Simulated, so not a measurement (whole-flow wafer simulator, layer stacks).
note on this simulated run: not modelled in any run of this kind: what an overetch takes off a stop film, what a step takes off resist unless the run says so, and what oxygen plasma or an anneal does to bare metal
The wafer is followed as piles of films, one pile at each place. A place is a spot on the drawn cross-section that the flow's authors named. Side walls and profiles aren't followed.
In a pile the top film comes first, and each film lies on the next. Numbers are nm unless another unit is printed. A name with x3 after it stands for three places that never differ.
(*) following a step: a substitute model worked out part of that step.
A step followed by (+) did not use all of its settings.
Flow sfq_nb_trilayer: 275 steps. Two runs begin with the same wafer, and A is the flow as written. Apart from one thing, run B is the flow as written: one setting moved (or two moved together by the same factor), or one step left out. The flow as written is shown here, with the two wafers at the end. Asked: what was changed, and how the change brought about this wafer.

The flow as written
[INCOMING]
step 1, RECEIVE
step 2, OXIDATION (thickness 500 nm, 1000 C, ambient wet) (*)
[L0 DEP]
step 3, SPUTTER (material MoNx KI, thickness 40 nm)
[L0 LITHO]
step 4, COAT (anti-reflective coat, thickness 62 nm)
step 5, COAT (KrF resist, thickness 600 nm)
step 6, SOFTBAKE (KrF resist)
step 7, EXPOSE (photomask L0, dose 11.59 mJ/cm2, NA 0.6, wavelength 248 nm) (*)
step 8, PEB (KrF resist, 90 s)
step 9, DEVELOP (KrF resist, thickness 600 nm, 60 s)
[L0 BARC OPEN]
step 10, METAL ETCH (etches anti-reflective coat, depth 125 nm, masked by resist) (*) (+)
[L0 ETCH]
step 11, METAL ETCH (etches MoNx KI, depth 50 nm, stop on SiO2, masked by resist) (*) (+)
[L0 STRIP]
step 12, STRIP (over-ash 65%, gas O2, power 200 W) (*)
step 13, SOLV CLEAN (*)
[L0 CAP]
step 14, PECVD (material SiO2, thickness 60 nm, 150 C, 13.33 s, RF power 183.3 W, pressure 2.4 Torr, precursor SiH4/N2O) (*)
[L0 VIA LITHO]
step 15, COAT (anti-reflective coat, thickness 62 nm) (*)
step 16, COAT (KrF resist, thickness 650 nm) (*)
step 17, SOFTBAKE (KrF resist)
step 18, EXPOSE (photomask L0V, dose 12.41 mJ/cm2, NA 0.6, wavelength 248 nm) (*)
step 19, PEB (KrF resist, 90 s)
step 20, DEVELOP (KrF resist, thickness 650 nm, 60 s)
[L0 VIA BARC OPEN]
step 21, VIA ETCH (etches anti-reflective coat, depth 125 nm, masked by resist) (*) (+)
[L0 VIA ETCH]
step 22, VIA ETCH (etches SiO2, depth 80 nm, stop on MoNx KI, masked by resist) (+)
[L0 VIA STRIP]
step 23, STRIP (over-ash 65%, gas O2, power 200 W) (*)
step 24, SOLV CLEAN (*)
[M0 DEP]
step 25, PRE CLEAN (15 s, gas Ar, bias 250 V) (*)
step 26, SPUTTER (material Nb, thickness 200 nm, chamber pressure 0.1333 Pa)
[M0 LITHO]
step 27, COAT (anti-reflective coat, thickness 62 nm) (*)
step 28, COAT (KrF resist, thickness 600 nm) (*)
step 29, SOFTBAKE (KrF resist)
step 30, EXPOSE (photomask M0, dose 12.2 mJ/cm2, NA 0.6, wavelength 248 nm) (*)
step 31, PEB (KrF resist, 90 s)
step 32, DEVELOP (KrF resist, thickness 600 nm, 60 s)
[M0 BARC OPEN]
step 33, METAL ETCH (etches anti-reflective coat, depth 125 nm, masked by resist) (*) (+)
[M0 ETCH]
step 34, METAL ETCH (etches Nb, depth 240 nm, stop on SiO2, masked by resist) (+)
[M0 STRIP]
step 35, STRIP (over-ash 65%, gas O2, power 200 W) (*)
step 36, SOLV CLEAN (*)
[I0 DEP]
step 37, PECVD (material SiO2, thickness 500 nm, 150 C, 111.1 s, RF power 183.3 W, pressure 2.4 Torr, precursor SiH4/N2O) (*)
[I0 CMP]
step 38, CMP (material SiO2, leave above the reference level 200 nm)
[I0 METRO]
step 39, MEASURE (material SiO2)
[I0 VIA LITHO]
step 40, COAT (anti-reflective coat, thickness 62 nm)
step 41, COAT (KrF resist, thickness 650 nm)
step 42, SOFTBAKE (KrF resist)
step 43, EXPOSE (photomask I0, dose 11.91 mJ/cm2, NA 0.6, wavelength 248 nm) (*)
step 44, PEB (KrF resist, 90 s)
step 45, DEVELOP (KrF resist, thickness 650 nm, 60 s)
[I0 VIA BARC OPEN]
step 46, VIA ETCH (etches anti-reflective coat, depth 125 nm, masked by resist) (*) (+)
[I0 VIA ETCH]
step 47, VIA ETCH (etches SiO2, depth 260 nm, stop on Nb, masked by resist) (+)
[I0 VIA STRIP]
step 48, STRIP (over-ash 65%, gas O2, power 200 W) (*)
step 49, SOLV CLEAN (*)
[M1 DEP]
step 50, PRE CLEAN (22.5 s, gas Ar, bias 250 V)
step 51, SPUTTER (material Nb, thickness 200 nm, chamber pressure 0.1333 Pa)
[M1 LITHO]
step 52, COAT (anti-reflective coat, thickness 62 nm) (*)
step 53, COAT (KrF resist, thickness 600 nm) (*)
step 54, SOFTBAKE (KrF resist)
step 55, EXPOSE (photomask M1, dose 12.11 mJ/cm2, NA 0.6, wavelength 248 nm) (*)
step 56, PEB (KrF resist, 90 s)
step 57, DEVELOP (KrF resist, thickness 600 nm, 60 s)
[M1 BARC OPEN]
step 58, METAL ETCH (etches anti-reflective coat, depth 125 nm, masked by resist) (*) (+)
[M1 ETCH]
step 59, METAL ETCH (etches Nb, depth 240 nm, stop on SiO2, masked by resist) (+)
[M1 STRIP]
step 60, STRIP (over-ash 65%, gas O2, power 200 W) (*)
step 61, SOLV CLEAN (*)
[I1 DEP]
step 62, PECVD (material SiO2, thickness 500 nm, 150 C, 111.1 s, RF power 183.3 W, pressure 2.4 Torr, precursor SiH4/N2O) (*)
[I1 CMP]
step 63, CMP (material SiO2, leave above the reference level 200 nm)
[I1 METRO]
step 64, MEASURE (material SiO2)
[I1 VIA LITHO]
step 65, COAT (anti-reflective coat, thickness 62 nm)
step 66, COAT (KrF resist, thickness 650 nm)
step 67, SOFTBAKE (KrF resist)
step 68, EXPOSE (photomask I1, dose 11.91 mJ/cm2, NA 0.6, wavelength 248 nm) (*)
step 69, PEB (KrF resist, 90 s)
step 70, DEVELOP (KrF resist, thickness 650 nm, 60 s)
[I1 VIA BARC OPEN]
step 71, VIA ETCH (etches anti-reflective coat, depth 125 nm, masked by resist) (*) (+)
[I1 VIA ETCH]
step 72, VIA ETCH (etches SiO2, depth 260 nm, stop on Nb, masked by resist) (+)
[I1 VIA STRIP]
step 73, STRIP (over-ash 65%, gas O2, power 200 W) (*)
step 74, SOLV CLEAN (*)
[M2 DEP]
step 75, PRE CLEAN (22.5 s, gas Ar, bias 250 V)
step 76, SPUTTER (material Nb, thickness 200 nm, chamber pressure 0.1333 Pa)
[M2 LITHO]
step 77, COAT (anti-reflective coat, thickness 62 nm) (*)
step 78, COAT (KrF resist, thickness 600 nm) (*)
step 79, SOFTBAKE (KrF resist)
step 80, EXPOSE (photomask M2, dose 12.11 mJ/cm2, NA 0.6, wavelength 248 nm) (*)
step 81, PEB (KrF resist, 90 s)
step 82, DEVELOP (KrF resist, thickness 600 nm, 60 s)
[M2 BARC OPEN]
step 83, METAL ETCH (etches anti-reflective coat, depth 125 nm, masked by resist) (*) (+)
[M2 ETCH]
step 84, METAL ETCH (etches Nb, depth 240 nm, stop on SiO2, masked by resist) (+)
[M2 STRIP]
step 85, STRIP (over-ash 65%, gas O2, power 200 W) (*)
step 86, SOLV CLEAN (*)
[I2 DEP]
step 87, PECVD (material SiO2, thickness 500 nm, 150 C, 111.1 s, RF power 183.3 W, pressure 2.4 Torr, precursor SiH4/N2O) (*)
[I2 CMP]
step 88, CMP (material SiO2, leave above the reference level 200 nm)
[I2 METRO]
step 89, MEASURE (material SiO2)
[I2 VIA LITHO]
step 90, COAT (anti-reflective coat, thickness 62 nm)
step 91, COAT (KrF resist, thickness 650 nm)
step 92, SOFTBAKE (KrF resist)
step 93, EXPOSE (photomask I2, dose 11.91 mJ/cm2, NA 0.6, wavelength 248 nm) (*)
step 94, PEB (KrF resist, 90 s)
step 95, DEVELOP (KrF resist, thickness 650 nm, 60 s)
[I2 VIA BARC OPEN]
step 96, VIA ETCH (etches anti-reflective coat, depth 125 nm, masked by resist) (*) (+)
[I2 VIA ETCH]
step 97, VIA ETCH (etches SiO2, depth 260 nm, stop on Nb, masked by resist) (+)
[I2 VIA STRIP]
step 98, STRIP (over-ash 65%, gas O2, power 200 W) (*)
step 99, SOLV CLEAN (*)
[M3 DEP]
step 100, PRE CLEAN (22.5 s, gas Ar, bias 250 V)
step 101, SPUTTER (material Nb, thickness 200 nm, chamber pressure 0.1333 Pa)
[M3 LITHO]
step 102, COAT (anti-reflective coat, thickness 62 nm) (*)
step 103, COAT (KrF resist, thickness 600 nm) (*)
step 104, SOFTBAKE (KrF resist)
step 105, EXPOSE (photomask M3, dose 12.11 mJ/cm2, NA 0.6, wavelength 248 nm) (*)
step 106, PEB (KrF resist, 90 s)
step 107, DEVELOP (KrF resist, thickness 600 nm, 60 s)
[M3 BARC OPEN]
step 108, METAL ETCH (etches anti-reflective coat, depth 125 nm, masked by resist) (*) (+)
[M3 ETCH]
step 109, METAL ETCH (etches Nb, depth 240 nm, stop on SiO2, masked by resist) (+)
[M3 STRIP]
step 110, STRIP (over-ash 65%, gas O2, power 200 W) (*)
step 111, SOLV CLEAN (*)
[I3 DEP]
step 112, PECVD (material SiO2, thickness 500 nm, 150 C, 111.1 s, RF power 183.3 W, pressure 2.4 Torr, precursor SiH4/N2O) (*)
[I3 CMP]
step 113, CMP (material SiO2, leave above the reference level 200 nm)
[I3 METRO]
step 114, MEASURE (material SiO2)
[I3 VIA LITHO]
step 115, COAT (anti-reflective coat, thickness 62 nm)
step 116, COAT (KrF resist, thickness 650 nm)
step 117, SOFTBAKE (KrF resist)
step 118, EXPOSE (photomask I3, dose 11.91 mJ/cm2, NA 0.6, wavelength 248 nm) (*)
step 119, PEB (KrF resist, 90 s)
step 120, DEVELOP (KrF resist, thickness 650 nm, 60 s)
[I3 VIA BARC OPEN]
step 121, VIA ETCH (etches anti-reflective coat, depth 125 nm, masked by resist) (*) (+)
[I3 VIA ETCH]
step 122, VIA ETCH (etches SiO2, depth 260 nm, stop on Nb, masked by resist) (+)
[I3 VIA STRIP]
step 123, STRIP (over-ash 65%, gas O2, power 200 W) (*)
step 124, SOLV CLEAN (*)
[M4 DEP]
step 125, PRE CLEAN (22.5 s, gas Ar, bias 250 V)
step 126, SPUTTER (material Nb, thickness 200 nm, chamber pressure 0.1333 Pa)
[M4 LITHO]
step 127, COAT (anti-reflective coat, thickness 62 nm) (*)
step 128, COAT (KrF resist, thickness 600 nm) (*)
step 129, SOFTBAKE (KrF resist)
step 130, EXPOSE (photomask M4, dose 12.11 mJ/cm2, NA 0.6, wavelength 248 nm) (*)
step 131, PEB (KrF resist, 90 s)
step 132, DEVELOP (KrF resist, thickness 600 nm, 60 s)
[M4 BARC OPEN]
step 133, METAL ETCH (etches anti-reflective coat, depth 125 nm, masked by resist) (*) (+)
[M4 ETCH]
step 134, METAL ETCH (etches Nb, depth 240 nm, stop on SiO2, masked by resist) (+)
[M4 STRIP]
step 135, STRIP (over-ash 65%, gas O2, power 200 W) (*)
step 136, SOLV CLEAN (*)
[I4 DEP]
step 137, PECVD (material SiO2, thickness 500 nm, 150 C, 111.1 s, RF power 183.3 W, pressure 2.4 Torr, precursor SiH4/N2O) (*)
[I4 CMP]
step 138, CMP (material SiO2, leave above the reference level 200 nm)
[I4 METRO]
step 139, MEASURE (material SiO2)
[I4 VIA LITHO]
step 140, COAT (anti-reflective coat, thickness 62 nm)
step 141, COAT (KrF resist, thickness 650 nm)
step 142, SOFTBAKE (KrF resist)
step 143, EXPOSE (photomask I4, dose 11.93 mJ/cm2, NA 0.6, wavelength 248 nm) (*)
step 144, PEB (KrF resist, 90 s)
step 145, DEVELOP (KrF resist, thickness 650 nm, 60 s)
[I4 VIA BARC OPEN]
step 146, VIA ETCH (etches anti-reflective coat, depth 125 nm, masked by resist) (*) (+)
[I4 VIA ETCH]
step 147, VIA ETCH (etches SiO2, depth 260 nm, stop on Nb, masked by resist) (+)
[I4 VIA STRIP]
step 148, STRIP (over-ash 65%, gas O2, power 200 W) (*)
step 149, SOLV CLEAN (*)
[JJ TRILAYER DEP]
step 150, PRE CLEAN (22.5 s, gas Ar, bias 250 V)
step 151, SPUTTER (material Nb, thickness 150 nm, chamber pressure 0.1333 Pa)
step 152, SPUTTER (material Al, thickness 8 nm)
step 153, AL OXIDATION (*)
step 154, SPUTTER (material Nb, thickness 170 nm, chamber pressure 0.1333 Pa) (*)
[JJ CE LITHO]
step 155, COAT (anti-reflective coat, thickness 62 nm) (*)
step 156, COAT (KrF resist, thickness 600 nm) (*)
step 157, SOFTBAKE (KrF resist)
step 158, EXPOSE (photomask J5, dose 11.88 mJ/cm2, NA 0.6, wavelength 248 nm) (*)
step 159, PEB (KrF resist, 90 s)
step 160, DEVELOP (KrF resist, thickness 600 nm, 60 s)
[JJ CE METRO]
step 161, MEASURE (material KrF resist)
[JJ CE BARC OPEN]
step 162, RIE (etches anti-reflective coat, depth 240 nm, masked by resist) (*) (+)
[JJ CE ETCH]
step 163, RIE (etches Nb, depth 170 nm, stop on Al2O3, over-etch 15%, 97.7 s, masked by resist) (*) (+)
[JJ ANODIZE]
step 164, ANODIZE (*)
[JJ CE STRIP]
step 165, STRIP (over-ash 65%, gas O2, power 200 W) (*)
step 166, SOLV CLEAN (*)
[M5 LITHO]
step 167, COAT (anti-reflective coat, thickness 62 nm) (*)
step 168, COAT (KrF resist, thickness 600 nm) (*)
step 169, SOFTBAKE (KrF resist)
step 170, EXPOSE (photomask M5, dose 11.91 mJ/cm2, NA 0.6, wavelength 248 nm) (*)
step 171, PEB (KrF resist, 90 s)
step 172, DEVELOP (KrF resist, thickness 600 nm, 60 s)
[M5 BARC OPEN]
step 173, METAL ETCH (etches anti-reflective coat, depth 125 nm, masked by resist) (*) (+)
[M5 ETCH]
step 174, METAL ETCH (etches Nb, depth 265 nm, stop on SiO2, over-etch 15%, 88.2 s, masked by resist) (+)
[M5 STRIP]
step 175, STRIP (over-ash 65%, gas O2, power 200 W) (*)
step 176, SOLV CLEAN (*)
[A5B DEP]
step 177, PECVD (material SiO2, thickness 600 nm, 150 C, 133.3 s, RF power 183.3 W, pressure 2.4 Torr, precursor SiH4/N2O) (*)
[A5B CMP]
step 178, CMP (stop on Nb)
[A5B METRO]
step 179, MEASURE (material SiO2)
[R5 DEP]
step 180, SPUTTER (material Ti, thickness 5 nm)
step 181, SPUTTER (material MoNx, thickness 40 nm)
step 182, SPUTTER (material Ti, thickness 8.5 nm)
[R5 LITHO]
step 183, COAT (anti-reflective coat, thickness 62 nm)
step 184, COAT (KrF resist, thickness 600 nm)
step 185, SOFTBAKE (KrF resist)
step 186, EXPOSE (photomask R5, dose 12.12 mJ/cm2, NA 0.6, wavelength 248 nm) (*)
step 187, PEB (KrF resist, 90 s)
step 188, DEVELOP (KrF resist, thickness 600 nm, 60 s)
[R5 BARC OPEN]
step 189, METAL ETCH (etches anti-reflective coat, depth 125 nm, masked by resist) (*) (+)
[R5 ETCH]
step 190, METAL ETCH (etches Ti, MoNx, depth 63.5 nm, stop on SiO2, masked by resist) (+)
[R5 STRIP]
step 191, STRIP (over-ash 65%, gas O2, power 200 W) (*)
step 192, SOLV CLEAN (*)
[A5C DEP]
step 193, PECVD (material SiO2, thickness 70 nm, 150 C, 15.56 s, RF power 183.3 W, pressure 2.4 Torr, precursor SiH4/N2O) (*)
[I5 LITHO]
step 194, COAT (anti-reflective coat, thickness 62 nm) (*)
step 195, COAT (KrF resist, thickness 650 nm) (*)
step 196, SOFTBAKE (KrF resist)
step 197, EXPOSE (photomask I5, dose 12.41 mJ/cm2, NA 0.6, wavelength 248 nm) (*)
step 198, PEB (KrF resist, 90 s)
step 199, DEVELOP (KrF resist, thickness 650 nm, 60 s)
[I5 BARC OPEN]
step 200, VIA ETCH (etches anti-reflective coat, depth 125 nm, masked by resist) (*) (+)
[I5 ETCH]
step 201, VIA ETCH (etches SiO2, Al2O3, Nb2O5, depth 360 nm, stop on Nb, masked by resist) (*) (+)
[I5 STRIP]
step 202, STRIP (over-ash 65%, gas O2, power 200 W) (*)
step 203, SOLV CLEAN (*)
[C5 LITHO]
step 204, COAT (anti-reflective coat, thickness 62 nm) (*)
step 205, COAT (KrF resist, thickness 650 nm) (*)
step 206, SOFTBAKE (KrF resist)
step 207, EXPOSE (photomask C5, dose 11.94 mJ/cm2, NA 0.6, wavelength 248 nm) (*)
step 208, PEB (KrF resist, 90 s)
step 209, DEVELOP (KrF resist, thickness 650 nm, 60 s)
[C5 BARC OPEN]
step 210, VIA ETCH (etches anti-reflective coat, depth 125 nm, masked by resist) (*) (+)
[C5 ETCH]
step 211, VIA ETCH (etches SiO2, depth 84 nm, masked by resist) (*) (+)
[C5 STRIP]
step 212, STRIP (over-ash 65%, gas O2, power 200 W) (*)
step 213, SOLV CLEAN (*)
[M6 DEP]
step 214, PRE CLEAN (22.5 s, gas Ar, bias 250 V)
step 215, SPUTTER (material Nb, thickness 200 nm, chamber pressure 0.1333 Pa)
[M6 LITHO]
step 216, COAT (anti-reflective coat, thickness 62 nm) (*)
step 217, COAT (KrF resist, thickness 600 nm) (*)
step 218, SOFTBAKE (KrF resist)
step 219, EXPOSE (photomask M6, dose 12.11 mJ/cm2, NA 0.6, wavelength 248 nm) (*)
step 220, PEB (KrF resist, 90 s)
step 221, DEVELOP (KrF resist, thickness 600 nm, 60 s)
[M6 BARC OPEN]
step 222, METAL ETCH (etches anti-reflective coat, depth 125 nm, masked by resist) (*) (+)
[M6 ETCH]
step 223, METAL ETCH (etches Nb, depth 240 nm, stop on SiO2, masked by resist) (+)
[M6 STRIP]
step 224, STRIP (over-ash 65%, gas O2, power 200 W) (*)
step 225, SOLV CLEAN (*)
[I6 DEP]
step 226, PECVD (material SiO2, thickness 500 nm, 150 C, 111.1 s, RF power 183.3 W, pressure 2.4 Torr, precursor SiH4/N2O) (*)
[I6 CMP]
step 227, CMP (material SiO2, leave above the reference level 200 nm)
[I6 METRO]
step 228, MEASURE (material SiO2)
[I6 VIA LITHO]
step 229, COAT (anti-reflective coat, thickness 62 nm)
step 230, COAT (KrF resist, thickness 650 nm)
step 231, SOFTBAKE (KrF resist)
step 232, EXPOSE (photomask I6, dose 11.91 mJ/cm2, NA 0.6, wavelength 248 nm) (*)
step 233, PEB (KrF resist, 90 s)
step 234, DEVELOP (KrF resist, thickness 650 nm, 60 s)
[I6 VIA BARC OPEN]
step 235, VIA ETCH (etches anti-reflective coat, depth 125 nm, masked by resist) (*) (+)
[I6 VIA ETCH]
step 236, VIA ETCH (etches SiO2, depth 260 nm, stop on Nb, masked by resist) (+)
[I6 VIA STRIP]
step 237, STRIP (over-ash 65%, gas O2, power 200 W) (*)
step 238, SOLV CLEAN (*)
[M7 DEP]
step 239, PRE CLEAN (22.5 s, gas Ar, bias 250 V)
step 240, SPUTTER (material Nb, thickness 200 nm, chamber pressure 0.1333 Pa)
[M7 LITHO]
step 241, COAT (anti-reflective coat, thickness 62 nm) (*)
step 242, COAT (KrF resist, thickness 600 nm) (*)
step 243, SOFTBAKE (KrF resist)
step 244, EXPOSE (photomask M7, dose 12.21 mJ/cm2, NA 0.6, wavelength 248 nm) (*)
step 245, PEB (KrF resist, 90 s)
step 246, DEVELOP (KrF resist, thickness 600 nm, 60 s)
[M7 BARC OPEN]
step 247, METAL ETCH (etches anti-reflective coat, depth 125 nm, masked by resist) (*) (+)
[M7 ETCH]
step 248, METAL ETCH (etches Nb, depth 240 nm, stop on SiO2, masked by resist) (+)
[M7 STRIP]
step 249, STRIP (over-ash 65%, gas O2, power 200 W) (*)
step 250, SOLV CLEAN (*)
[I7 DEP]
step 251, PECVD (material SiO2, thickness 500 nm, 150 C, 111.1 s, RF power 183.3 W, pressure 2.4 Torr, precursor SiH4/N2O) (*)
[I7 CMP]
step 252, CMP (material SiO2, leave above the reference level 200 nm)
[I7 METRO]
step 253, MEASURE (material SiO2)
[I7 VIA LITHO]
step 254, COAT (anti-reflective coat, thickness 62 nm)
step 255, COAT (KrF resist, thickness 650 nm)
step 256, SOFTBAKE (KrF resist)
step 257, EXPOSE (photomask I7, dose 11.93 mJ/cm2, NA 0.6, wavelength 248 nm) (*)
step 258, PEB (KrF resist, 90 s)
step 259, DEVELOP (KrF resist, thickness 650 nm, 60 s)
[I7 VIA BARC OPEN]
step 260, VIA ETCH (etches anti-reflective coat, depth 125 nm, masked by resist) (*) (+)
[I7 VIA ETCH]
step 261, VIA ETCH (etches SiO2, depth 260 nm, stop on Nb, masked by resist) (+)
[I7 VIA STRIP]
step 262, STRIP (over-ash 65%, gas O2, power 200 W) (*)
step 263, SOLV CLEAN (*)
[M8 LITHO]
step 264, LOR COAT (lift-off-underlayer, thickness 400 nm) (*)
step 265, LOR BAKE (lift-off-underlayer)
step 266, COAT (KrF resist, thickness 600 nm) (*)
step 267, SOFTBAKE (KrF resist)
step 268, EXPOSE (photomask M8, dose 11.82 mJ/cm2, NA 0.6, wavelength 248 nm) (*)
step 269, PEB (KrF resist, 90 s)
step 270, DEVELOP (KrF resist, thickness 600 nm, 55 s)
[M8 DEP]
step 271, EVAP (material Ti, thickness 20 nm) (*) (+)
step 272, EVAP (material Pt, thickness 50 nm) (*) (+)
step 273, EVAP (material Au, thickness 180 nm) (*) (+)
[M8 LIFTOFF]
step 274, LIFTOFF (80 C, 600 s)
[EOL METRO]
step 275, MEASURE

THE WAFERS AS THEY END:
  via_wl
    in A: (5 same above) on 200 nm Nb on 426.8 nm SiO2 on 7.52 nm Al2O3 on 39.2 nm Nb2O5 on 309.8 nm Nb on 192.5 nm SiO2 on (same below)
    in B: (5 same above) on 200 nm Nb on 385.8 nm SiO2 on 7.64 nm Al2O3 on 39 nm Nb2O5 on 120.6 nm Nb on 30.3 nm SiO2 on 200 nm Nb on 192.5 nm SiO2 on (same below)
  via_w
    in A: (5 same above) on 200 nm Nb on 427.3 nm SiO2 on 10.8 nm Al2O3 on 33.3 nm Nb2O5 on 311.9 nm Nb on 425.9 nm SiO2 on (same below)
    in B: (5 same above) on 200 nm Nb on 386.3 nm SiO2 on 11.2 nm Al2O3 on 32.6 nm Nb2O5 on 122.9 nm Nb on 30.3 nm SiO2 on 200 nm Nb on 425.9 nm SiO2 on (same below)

Cause: step 147, VIA ETCH: depth 162 nm was run, while the flow as written has depth 260 nm.

How this came from the change, step by step:
  step 147, VIA ETCH (etches SiO2, depth 260 nm, stop on Nb, masked by resist) (+)
      via_wl, via_w, via_wr: A -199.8 SiO2 (all of it) | B -162 SiO2
      field_l, v_sur, via_sp and 100 more: A -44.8 KrF resist | B -27.9 KrF resist
  step 148, STRIP (over-ash 65%, gas O2, power 200 W) (*)
      field_l, v_sur, via_sp and 100 more: A -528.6 KrF resist (all of it), -62 anti-reflective coat (all of it) | B -545.5 KrF resist (all of it), -62 anti-reflective coat (all of it)
  step 150, PRE CLEAN (22.5 s, gas Ar, bias 250 V)
      via_wl, via_w, via_wr: A -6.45 Nb | B -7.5 SiO2
  step 151, SPUTTER (material Nb, thickness 150 nm, chamber pressure 0.1333 Pa)
      via_wl, via_w, via_wr: A +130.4 Nb | B +134.7 Nb (new film)
  step 154, SPUTTER (material Nb, thickness 170 nm, chamber pressure 0.1333 Pa) (*)
      via_wl, via_wr: A +140.7 Nb (new film) | B +147.1 Nb (new film)
      via_w: A +141 Nb (new film) | B +147.4 Nb (new film)
  step 155, COAT (anti-reflective coat, thickness 62 nm) (*)
      via_wl, via_wr: A +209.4 anti-reflective coat (new film) | B +174 anti-reflective coat (new film)
      v_sur: A +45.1 anti-reflective coat (new film) | B +46.7 anti-reflective coat (new film)
      (and at 2 other places as well)
  step 156, COAT (KrF resist, thickness 600 nm) (*)
      via_w: A +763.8 KrF resist (new film) | B +728.8 KrF resist (new film)
  step 160, DEVELOP (KrF resist, thickness 600 nm, 60 s)
      via_w: A -762.1 KrF resist (all of it) | B -727.2 KrF resist (all of it)
  step 162, RIE (etches anti-reflective coat, depth 240 nm, masked by resist) (*) (+)
      ce_l, c5j, ce_r, wl_jj: A -209.4 KrF resist | B -174 KrF resist
      via_wl, via_wr: A -209.4 anti-reflective coat (all of it) | B -174 anti-reflective coat (all of it)
      (and at 3 other places as well)
  step 163, RIE (etches Nb, depth 170 nm, stop on Al2O3, over-etch 15%, 97.7 s, masked by resist) (*) (+)
      via_wl, via_wr: A -140.7 Nb (all of it), -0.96 Al2O3 (all of it) | B -147.1 Nb (all of it), -0.96 Al2O3 (all of it)
      via_w: A -141 Nb (all of it), -0.96 Al2O3 (all of it) | B -147.4 Nb (all of it), -0.96 Al2O3 (all of it)
  step 164, ANODIZE (*)
      via_w: A +10.8 Al2O3 (new film), +33.3 Nb2O5 (new film), -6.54 Al (all of it), -12 Nb | B +11.2 Al2O3 (new film), +32.6 Nb2O5 (new film), -6.79 Al (all of it), -11.7 Nb
  step 165, STRIP (over-ash 65%, gas O2, power 200 W) (*)
      c5j, ce_r: A -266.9 KrF resist (all of it), -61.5 anti-reflective coat (all of it) | B -302.5 KrF resist (all of it), -61.6 anti-reflective coat (all of it)
      ce_l: A -266.8 KrF resist (all of it), -61.4 anti-reflective coat (all of it) | B -302.4 KrF resist (all of it), -61.6 anti-reflective coat (all of it)
      (and at 1 other place as well)
  step 167, COAT (anti-reflective coat, thickness 62 nm) (*)
      v_sur: A +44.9 anti-reflective coat (new film) | B +43.3 anti-reflective coat (new film)
      via_wl: A +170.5 anti-reflective coat (new film) | B +132.1 anti-reflective coat (new film)
      (and at 2 other places as well)
  step 168, COAT (KrF resist, thickness 600 nm) (*)
      via_w: A +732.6 KrF resist (new film) | B +709.2 KrF resist (new film)
  step 175, STRIP (over-ash 65%, gas O2, power 200 W) (*)
      v_sur: A -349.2 KrF resist (all of it), -44.9 anti-reflective coat (all of it) | B -355.4 KrF resist (all of it), -43.3 anti-reflective coat (all of it)
      via_wl: A -427 KrF resist (all of it), -170.5 anti-reflective coat (all of it) | B -431.2 KrF resist (all of it), -132.1 anti-reflective coat (all of it)
      (and at 2 other places as well)
  step 178, CMP (stop on Nb)
      via_wl, via_wr: A -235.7 SiO2 | B -276.7 SiO2
      via_w: A -235.2 SiO2 | B -276.2 SiO2
With metal films that touch counted as one body, via_wl has 8 bodies (between them, from the top down: SiO2 192.5; SiO2 385.8 / Al2O3 7.64 / Nb2O5 39; SiO2 30.3; SiO2 192.5; SiO2 192.5; SiO2 192.5; SiO2 192.5); the flow as written gives 7 bodies (between them, from the top down: SiO2 192.5; SiO2 426.8 / Al2O3 7.52 / Nb2O5 39.2; SiO2 192.5; SiO2 192.5; SiO2 192.5; SiO2 192.5).
With metal films that touch counted as one body, via_w has 6 bodies (between them, from the top down: SiO2 192.5; SiO2 386.3 / Al2O3 11.2 / Nb2O5 32.6; SiO2 30.3; SiO2 425.9; SiO2 416.9); the flow as written gives 5 bodies (between them, from the top down: SiO2 192.5; SiO2 427.3 / Al2O3 10.8 / Nb2O5 33.3; SiO2 425.9; SiO2 416.9).
